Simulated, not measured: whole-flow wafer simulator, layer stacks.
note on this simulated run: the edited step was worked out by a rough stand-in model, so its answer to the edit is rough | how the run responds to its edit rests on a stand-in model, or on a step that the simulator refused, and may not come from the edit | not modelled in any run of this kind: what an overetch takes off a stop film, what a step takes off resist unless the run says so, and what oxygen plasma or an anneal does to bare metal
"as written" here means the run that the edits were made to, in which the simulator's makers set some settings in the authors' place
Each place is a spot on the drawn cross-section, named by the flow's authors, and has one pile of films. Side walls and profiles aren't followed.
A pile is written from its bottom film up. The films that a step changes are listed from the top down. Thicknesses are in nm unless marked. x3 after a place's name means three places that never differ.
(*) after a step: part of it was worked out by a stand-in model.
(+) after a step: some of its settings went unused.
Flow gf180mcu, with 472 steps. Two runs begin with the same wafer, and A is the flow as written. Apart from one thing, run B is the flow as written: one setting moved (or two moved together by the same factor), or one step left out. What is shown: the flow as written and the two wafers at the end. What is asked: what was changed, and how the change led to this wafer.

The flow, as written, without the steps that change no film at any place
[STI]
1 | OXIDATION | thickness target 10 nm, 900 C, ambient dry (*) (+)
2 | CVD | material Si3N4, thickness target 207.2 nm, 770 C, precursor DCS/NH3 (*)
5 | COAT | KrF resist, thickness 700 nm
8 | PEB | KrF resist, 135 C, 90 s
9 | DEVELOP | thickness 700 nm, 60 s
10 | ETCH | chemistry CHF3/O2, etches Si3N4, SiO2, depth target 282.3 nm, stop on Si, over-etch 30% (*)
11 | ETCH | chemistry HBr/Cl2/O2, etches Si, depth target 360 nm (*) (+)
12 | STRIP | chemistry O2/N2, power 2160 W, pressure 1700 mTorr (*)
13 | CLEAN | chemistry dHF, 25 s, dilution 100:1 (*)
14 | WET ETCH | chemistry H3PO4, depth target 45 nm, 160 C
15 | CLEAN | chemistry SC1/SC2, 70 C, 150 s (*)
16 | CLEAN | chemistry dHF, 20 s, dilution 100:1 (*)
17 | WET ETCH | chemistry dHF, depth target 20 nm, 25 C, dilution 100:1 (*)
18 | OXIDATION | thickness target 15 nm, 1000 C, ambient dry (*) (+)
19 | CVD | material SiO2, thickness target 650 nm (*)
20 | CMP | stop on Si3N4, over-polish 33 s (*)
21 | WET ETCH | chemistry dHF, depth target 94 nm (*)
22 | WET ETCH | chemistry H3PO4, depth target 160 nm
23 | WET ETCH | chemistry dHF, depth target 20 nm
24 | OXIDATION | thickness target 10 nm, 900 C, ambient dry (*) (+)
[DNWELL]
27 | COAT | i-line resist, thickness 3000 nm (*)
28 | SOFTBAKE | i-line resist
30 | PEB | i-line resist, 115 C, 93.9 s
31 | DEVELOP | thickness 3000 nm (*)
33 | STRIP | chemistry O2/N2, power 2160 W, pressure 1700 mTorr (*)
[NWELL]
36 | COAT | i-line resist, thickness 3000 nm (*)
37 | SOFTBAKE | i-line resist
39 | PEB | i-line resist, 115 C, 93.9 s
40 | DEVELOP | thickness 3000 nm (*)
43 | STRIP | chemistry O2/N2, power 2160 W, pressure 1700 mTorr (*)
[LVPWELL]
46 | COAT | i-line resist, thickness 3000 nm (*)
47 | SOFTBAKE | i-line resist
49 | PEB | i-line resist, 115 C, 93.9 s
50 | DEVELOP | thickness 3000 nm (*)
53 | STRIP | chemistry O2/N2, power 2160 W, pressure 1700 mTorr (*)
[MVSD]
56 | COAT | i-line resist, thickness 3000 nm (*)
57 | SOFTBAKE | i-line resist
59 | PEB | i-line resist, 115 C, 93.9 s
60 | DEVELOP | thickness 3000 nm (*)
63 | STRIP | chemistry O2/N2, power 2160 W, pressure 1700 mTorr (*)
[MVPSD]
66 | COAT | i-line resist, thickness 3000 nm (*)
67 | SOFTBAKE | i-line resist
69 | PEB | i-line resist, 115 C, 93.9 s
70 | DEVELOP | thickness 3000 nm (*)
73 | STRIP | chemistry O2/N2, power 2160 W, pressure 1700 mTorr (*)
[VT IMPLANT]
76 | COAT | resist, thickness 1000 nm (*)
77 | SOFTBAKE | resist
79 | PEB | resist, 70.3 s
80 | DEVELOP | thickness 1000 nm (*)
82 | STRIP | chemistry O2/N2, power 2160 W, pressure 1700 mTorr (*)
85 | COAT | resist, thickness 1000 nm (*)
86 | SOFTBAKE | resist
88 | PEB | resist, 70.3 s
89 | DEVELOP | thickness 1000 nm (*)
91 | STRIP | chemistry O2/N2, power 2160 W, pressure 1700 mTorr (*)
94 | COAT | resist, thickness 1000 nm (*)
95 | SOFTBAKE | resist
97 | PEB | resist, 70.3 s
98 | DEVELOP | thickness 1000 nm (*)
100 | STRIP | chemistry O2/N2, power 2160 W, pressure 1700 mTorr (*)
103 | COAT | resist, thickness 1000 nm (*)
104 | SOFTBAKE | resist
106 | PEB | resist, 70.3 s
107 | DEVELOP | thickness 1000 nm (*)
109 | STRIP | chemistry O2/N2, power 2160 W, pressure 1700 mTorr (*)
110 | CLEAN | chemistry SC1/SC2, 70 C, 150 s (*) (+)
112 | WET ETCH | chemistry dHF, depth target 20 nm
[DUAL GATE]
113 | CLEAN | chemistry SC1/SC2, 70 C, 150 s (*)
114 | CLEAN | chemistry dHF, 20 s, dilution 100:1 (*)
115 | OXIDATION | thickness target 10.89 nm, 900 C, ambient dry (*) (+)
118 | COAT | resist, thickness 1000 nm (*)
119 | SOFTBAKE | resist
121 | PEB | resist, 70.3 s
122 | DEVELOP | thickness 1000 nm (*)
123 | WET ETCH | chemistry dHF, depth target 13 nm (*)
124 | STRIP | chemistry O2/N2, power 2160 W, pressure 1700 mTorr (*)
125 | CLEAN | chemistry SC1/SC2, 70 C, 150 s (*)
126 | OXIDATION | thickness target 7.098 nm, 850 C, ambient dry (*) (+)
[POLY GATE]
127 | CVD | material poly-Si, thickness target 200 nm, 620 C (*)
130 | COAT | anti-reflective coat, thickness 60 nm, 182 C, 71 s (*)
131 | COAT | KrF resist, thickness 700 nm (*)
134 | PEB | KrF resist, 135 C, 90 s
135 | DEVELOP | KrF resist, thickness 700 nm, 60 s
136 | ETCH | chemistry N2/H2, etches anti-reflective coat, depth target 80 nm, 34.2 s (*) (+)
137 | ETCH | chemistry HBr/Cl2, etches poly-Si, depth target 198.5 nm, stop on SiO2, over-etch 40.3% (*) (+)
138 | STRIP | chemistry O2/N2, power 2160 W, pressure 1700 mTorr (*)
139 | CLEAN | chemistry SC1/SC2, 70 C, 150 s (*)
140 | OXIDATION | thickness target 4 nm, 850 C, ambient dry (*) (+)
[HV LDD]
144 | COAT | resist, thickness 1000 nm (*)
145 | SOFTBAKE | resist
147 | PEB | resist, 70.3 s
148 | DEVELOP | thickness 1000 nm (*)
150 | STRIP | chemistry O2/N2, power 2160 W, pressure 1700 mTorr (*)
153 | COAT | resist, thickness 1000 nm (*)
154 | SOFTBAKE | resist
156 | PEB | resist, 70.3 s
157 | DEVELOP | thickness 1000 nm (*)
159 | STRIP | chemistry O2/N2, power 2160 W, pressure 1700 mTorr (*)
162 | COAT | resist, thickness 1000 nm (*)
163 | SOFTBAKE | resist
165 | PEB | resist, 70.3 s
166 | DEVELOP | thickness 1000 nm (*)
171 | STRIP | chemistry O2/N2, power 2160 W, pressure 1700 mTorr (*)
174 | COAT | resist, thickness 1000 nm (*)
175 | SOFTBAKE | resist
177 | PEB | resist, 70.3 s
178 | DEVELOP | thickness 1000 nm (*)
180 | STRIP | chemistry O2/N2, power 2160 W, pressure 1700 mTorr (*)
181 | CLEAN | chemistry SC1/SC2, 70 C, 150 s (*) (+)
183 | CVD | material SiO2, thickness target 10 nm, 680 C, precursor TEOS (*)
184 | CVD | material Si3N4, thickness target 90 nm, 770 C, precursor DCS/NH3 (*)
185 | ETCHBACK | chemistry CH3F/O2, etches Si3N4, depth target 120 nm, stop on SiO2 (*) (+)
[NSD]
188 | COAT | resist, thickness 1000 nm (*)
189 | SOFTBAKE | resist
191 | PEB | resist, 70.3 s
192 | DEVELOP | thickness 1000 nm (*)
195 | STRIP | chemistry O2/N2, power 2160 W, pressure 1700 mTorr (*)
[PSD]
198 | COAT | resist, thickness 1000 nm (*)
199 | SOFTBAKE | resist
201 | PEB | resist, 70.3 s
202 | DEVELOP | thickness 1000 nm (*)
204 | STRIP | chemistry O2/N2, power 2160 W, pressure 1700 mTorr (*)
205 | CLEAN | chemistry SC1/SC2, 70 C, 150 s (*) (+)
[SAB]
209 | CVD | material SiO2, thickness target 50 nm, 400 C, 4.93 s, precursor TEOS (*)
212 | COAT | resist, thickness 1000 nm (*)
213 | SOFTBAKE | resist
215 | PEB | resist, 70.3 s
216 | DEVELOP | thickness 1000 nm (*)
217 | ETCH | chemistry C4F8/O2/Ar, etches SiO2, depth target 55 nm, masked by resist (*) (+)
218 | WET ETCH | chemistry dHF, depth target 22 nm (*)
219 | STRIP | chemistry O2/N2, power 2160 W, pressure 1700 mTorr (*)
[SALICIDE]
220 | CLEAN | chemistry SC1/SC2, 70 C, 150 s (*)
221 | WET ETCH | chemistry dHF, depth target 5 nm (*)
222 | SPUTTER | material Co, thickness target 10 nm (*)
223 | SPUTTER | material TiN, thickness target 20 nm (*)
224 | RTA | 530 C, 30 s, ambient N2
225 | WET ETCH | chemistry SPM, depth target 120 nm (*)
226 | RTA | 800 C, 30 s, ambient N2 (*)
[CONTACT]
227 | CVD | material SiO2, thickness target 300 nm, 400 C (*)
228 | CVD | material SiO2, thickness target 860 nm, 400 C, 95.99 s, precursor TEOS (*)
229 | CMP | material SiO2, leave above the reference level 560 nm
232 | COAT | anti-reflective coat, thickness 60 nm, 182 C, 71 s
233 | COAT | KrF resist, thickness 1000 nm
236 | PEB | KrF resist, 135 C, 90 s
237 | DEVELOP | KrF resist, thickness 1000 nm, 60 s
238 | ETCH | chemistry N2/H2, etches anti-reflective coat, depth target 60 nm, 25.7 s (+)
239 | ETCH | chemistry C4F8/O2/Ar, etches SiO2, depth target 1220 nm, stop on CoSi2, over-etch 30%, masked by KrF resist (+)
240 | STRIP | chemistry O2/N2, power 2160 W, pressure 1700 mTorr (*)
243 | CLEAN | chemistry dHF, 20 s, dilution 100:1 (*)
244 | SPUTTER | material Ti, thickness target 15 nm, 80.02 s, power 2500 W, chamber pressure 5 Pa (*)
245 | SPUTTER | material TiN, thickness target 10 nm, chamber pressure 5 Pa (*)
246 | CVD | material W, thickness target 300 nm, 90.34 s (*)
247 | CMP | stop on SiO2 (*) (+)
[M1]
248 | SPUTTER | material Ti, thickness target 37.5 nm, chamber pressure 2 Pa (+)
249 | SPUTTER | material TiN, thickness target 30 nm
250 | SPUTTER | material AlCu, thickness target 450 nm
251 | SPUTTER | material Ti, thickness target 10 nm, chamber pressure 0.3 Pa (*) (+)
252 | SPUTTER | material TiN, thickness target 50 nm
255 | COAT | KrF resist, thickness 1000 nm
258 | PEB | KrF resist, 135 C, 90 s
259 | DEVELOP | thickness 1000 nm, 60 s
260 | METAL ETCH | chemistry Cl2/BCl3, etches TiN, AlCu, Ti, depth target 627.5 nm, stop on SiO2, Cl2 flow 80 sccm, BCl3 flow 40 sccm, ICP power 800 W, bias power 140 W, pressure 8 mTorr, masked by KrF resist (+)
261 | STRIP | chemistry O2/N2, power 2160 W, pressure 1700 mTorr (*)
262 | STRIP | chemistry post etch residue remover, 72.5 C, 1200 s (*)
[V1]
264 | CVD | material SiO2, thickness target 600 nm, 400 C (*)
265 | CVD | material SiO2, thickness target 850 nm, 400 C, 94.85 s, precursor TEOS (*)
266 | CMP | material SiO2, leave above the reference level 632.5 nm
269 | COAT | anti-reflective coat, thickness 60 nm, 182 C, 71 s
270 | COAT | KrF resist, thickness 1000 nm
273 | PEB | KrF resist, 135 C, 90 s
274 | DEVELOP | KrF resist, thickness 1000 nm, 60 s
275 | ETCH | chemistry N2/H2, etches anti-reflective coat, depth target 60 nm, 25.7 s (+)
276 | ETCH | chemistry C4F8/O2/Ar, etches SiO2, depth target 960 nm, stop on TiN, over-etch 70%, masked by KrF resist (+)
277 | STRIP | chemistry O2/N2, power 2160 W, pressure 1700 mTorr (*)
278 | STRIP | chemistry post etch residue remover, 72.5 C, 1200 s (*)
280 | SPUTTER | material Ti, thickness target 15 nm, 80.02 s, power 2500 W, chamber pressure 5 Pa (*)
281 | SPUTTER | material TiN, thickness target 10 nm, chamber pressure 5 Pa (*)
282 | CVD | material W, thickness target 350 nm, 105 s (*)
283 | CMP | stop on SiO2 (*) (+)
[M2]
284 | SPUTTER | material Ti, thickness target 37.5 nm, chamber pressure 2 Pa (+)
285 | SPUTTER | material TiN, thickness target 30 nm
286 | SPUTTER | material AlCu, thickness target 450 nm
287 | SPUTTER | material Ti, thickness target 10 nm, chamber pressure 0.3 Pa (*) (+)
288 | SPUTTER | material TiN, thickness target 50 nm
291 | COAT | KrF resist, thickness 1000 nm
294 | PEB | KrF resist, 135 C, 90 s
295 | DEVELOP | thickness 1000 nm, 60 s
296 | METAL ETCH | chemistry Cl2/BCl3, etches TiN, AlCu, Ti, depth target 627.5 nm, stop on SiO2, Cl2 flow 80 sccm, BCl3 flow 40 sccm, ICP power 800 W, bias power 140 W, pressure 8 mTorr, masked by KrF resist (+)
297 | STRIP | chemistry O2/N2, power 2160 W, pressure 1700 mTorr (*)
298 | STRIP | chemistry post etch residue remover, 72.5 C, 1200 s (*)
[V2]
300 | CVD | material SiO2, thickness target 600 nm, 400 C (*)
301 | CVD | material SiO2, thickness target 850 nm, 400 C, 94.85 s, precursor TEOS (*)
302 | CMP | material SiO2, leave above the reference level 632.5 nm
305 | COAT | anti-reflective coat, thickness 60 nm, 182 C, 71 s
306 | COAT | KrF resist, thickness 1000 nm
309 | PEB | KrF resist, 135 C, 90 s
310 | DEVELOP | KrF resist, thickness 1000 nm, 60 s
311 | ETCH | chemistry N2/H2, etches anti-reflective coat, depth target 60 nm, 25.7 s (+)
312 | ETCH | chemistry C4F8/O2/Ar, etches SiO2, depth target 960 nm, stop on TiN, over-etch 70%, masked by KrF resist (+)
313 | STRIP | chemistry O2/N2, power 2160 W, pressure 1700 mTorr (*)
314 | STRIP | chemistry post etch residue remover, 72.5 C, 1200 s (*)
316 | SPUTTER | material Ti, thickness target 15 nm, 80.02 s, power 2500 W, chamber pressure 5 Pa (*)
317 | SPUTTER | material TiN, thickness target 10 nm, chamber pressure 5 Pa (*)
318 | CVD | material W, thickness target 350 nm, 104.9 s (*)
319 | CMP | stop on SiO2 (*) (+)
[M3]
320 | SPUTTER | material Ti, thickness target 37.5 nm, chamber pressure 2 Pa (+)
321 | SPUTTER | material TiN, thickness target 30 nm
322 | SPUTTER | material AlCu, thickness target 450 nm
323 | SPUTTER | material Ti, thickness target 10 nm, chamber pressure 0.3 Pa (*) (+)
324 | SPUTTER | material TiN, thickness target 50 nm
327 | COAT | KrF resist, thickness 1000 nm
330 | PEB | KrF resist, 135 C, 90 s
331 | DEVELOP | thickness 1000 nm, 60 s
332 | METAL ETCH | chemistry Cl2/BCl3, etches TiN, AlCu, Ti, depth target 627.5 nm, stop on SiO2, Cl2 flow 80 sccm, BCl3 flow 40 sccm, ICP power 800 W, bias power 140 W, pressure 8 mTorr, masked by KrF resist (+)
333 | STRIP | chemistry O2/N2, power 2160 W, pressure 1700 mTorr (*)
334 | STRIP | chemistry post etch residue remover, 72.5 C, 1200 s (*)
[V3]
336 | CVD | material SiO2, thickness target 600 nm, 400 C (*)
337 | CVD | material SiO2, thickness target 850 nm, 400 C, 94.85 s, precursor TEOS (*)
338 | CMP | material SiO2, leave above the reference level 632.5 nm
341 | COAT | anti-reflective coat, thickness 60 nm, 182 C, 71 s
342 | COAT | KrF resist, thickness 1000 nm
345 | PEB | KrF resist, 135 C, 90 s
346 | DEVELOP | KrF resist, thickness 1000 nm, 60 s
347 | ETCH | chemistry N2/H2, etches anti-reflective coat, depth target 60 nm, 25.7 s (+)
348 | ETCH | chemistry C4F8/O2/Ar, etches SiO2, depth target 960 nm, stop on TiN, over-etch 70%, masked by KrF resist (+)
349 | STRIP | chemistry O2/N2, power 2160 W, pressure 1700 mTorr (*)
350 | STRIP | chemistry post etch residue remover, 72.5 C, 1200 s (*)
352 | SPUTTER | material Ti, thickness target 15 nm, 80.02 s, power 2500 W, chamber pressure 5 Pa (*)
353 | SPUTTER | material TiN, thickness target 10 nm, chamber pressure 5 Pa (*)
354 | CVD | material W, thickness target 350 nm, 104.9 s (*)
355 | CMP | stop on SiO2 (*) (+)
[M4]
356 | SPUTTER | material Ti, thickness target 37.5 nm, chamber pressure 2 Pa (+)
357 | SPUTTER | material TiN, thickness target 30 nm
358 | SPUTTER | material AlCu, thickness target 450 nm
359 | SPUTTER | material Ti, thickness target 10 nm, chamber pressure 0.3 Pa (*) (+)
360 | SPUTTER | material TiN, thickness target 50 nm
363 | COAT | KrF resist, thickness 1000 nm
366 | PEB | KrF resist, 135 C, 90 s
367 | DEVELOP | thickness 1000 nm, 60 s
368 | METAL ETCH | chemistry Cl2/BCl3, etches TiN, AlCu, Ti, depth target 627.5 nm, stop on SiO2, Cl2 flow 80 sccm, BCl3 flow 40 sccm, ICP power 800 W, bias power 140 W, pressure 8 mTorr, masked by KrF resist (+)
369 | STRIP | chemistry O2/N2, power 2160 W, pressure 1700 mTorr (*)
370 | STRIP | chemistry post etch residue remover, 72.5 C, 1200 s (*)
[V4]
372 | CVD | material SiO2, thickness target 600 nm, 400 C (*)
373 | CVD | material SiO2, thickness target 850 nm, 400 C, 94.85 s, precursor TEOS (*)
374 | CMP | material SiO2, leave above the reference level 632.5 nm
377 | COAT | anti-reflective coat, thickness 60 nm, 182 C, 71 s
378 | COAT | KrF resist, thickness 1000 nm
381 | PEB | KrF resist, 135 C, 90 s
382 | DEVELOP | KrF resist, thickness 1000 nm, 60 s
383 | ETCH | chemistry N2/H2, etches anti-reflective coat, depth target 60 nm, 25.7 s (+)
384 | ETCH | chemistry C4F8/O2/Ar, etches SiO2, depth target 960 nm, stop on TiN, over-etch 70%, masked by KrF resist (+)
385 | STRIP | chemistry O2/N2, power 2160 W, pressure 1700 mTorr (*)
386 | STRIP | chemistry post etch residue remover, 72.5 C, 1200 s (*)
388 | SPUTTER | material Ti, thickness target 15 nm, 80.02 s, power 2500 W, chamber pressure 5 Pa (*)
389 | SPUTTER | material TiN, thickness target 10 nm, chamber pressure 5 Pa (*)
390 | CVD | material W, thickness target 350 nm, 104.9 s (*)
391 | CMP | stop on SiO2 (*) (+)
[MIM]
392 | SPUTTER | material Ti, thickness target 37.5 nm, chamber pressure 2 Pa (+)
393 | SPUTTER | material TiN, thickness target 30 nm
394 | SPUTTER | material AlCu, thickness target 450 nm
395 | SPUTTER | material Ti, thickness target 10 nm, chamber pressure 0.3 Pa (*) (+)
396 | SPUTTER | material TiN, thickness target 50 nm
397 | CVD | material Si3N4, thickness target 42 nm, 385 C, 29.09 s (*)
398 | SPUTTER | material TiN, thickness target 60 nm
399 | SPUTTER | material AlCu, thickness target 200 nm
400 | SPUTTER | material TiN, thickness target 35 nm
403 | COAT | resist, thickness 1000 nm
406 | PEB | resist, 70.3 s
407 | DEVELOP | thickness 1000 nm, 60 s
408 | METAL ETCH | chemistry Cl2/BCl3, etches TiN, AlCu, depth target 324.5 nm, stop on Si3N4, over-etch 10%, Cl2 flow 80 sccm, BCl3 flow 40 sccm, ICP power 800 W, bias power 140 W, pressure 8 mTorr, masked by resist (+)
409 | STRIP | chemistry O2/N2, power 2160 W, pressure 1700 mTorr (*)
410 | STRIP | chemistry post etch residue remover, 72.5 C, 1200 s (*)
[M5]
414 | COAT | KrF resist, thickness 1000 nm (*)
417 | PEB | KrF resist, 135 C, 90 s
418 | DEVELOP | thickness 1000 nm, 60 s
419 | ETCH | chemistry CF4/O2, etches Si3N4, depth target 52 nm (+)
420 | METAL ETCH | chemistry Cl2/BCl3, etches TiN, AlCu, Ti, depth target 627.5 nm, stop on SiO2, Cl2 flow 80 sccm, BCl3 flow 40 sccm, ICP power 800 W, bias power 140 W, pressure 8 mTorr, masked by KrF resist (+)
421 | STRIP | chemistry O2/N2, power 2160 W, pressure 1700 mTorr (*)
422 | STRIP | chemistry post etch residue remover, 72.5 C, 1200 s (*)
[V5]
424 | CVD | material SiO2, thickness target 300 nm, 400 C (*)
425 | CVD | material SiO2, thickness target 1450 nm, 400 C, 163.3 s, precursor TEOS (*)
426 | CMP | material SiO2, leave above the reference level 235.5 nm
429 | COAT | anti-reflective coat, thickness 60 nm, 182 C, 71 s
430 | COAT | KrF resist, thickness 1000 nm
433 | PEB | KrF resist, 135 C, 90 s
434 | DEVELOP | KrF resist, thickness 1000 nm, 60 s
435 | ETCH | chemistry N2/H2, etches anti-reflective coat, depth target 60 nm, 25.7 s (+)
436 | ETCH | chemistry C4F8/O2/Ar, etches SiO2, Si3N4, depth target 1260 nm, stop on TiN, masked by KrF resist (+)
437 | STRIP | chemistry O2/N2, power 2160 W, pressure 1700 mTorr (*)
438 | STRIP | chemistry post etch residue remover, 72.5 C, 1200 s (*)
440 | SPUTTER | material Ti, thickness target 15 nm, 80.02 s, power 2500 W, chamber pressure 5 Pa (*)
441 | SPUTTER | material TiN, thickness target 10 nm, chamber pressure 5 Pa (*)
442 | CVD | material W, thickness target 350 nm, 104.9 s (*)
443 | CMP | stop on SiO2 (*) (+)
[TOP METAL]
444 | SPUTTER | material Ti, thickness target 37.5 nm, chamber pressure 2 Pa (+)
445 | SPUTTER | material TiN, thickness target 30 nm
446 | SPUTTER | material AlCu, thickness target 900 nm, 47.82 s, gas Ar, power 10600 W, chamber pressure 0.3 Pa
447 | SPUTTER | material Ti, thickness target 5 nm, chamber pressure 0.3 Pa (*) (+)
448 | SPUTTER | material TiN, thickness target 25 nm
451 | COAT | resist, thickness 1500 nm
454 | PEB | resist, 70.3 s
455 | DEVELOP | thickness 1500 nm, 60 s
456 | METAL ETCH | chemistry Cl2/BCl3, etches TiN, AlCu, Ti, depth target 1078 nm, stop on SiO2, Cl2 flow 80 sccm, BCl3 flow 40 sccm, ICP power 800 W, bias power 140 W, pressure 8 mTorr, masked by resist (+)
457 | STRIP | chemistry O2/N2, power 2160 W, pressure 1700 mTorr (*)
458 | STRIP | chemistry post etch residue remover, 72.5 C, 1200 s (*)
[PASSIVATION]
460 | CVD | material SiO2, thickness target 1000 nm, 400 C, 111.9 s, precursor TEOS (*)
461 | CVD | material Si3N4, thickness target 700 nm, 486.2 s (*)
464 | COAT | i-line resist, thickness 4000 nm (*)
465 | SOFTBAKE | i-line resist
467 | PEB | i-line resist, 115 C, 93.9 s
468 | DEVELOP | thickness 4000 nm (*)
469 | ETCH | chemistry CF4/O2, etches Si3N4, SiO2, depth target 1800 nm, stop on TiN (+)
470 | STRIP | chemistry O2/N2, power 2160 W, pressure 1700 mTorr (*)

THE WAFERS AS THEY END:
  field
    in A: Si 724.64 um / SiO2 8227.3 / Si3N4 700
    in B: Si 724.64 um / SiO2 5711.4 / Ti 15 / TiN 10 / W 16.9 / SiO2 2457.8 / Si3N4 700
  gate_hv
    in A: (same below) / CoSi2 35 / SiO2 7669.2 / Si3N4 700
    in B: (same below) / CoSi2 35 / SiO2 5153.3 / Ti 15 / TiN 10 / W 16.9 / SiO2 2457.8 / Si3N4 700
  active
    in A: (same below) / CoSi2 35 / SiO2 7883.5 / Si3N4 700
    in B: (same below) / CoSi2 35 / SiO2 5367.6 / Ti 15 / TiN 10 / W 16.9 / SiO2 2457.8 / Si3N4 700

The reason: step 373, CVD: thickness target 468 nm was run, while the flow as written has thickness target 850 nm; step 373, CVD: 52.17 s was run, where the flow has 94.85 s.

Step by step, how the change led to this:
  373 | CVD | material SiO2, thickness target 850 nm, 400 C, 94.85 s, precursor TEOS (*)
      field, field__w1, field__w2 and 108 more: A +850 SiO2 | B +475.7 SiO2
  374 | CMP | material SiO2, leave above the reference level 632.5 nm
      field, field__w1, field__w2 and 103 more: A -300 SiO2 | B nothing
      field__w8, contact, m1, m1__w1, m1_nw: A -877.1 SiO2 | B -502.8 SiO2
  377 | COAT | anti-reflective coat, thickness 60 nm, 182 C, 71 s
      field: A +60 anti-reflective coat (new film) | B +89.8 anti-reflective coat (new film)
      field__w8: A +60 anti-reflective coat (new film) | B +22.5 anti-reflective coat (new film)
      (and at 15 other places as well)
  378 | COAT | KrF resist, thickness 1000 nm
      contact: A +1000 KrF resist (new film) | B +972.3 KrF resist (new film)
      m1: A +1000 KrF resist (new film) | B +968.5 KrF resist (new film)
      (and at 4 other places as well)
  382 | DEVELOP | KrF resist, thickness 1000 nm, 60 s
      contact: A -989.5 KrF resist (all of it) | B -962 KrF resist (all of it)
  383 | ETCH | chemistry N2/H2, etches anti-reflective coat, depth target 60 nm, 25.7 s (+)
      contact: A -60 anti-reflective coat (all of it), -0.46 SiO2 | B -26.4 anti-reflective coat (all of it), -1.32 SiO2
  385 | STRIP | chemistry O2/N2, power 2160 W, pressure 1700 mTorr (*)
      field: A -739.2 KrF resist (all of it), -60 anti-reflective coat (all of it) | B -725.7 KrF resist (all of it), -89.8 anti-reflective coat (all of it)
      field__w8: A -739.2 KrF resist (all of it), -60 anti-reflective coat (all of it) | B -730.2 KrF resist (all of it), -22.5 anti-reflective coat (all of it)
      (and at 15 other places as well)
  390 | CVD | material W, thickness target 350 nm, 104.9 s (*)
      contact: A +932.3 W (new film) | B +857.3 W (new film)
  391 | CMP | stop on SiO2 (*) (+)
      field, field__w1, field__w2 and 103 more: A -350 W (all of it), -10 TiN (all of it), -15 Ti (all of it), -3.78 SiO2 | B -320.7 W
      field__w8, m1, m1__w1, m1_nw: A -350 W (all of it), -10 TiN (all of it), -15 Ti (all of it), -3.78 SiO2 | B -350 W (all of it), -10 TiN (all of it), -15 Ti (all of it), -20 SiO2
      (and at 1 other place as well)
  420 | METAL ETCH | chemistry Cl2/BCl3, etches TiN, AlCu, Ti, depth target 627.5 nm, stop on SiO2, Cl2 flow 80 sccm, BCl3 flow 40 sccm, ICP power 800 W, bias power 140 W, pressure 8 mTorr, masked by KrF resist (+)
      field, field__w1, field__w2 and 101 more: A -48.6 TiN (all of it), -10 Ti (all of it), -450 AlCu (all of it), -30 TiN (all of it), -37.5 Ti (all of it) | B -48.6 TiN (all of it), -10 Ti (all of it), -450 AlCu (all of it), -30 TiN (all of it), -37.5 Ti (all of it), -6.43 W
  422 | STRIP | chemistry post etch residue remover, 72.5 C, 1200 s (*)
      field, field__w1, field__w2 and 101 more: A nothing | B -6.01 W
  424 | CVD | material SiO2, thickness target 300 nm, 400 C (*)
      field, field__w1, field__w2 and 101 more: A +300 SiO2 | B +300 SiO2 (new film)
  426 | CMP | material SiO2, leave above the reference level 235.5 nm
      field, field__w1, field__w5 and 92 more: A -300.8 SiO2 | B -288.4 SiO2
      field__w2, field__w3, field__w12 and 6 more: A -272.7 SiO2 | B -259.7 SiO2
If metal films that touch count as one body, field has 1 body; the flow as written gives 0 bodies.
If metal films that touch count as one body, gate_hv has 2 bodies (between them, from the top down: SiO2 5153.3); the flow as written gives 1 body.
If metal films that touch count as one body, active has 2 bodies (between them, from the top down: SiO2 5367.6); the flow as written gives 1 body.
